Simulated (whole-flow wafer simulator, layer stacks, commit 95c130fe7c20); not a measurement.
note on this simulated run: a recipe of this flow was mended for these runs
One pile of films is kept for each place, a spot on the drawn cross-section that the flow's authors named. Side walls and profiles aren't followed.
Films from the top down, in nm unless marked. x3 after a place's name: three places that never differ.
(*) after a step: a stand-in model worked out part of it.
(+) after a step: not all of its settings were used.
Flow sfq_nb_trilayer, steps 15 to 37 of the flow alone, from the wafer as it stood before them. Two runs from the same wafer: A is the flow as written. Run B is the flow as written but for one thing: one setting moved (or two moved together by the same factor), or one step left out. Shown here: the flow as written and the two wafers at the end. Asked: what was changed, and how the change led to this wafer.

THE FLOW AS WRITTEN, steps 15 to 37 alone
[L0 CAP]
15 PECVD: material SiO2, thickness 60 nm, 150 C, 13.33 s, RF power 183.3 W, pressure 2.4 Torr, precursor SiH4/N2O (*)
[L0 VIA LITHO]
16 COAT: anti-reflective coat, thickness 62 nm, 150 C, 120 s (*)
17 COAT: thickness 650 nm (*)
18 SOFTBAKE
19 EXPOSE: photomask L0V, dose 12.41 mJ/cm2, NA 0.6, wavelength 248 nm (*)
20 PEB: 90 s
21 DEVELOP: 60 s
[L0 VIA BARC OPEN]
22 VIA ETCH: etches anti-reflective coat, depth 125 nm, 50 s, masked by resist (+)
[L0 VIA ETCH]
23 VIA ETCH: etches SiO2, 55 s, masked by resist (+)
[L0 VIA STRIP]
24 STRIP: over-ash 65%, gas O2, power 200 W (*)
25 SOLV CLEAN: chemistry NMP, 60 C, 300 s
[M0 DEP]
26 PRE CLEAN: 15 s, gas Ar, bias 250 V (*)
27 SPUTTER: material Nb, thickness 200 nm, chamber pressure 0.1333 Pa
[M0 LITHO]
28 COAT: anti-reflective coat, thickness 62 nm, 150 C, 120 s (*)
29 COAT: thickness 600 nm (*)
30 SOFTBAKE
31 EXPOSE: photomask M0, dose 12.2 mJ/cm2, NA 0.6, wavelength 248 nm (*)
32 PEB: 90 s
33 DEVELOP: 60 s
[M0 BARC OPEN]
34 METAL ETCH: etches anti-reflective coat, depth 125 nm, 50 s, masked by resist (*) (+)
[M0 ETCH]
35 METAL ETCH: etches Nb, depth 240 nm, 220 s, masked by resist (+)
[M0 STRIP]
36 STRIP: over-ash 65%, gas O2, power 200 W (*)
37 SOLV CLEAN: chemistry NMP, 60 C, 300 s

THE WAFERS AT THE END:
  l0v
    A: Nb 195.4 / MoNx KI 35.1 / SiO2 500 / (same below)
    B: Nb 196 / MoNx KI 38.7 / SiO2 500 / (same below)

The cause: step 23, VIA ETCH: 39 s was run, where the flow has 55 s.

How the change led to this, step by step:
  23 VIA ETCH: etches SiO2, 55 s, masked by resist (+)
      l0v: A SiO2 -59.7 (all of it), MoNx KI -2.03 | B SiO2 -56.7
      field_l, v_sur, via_wl and 102 more: A KrF-resist-other-grade -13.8 | B KrF-resist-other-grade -9.78
  26 PRE CLEAN: 15 s, gas Ar, bias 250 V (*)
      l0v: A MoNx KI -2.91 | B SiO2 -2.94 (all of it), MoNx KI -1.29
  28 COAT: anti-reflective coat, thickness 62 nm, 150 C, 120 s (*)
      l0_sur: A anti-reflective coat +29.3 (new film) | B anti-reflective coat +30.6 (new film)
  36 STRIP: over-ash 65%, gas O2, power 200 W (*)
      l0_sur: A KrF-resist-other-grade -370 (all of it), anti-reflective coat -29.3 (all of it) | B KrF-resist-other-grade -369.3 (all of it), anti-reflective coat -30.6 (all of it)
